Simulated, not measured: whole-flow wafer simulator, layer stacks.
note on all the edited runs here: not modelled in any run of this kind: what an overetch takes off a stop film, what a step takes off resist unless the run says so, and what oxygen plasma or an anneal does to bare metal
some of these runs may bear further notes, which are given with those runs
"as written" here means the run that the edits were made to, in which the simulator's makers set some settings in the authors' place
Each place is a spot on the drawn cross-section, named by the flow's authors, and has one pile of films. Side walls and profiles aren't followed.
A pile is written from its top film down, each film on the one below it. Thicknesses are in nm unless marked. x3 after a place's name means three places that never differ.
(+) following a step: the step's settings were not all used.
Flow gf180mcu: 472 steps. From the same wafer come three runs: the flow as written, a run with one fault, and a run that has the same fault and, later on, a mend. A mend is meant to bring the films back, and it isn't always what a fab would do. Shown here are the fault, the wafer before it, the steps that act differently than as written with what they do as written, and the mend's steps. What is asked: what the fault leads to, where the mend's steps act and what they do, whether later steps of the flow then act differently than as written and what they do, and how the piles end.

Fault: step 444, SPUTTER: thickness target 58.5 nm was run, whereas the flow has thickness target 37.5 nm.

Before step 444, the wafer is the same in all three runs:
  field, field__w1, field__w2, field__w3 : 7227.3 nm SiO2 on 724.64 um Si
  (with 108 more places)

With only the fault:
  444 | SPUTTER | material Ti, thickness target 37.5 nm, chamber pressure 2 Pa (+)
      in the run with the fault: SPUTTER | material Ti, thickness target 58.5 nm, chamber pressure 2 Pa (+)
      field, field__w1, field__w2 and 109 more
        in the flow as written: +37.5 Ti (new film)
        in the run with the fault: +58.5 Ti (new film)
  Steps further on in the flow that do not act as written (not shown: 4 more steps that differ only slightly, by at most 2% or 0.5 nm, whichever is larger):
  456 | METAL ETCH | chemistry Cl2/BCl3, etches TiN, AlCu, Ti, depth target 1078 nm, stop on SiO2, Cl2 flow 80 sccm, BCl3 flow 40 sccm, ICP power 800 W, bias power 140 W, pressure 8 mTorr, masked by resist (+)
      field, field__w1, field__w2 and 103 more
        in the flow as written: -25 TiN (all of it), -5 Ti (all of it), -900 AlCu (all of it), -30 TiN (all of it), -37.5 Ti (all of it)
        in the run with the fault: -25 TiN (all of it), -5 Ti (all of it), -900 AlCu (all of it), -30 TiN (all of it), -58.5 Ti (all of it)
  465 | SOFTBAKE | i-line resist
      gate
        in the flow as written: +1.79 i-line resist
        in the run with the fault: -0.2 i-line resist
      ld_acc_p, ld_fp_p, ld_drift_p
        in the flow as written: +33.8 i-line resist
        in the run with the fault: +27.8 i-line resist
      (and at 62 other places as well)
  The piles end different from the flow's at field__w8, contact, m1, m1__w1, pad, m1_nw by more than 2% or 0.5 nm, whichever is larger.
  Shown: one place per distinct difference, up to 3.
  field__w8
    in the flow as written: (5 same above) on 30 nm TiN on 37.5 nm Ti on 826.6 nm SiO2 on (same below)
    in the run with the fault: (5 same above) on 30 nm TiN on 58.5 nm Ti on 826.6 nm SiO2 on (same below)
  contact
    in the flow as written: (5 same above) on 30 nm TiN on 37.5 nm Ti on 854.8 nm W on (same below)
    in the run with the fault: (5 same above) on 30 nm TiN on 58.5 nm Ti on 854.8 nm W on (same below)
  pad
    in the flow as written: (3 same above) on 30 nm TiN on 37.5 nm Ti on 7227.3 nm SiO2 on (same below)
    in the run with the fault: (3 same above) on 30 nm TiN on 58.5 nm Ti on 7227.3 nm SiO2 on (same below)

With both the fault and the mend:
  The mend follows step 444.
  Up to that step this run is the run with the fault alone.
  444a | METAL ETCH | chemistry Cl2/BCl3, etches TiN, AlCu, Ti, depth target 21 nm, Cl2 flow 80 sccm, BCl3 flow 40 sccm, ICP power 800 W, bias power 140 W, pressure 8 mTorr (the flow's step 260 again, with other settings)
      field, field__w1, field__w2 and 109 more
        -21 Ti
  Every later step of the flow that is run acts as written at every place that is followed.
  At every place that both follow, the piles at the end match the flow's.
